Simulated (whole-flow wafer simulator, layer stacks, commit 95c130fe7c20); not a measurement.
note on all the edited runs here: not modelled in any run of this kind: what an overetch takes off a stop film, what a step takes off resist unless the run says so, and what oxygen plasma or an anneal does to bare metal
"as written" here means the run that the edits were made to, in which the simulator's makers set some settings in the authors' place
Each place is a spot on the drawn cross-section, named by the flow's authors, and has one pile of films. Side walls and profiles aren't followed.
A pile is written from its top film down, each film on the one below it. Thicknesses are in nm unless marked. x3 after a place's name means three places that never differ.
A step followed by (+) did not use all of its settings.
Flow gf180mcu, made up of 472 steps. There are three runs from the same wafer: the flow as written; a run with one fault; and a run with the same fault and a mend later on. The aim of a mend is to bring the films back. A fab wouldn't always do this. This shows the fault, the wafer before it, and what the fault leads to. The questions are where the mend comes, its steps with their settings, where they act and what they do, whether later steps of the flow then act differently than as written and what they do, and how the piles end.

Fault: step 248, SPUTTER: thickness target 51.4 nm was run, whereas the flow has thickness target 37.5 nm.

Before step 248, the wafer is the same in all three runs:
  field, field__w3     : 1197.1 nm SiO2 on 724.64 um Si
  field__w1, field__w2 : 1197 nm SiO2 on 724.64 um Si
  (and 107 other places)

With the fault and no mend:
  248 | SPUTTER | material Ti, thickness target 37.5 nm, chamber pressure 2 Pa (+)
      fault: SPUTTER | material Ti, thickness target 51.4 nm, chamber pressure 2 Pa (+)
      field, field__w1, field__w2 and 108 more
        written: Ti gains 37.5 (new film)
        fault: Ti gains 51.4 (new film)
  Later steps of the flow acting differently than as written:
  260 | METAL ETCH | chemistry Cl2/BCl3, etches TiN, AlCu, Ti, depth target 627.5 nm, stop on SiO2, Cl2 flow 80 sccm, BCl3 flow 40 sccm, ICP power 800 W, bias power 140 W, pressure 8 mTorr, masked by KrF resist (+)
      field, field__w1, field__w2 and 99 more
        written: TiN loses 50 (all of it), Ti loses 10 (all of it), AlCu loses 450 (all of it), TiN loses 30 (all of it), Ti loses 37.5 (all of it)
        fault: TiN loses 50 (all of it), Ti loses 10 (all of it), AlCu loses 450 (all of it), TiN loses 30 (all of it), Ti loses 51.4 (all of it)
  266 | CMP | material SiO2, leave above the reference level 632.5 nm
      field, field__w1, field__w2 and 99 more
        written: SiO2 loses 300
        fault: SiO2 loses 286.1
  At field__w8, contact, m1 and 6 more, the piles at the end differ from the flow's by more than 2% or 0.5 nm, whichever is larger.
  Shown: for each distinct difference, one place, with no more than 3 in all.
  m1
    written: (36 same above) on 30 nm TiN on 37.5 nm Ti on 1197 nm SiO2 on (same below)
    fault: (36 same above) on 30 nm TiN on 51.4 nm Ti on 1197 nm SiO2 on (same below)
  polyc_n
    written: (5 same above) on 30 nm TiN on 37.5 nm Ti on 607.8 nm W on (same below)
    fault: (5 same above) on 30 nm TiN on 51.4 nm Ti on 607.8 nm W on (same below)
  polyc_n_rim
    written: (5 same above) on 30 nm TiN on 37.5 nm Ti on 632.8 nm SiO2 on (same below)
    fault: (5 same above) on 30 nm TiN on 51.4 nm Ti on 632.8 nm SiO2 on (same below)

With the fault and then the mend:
  After step 248 comes the mend.
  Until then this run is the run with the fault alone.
  248a | METAL ETCH | chemistry Cl2/BCl3, etches TiN, AlCu, Ti, depth target 13.9 nm, Cl2 flow 80 sccm, BCl3 flow 40 sccm, ICP power 800 W, bias power 140 W, pressure 8 mTorr
      field, field__w1, field__w2 and 108 more
        Ti loses 13.9
  Every later step of the flow that is run acts as written at every place that is followed.
  The piles end the same as the flow's at every place that both follow.
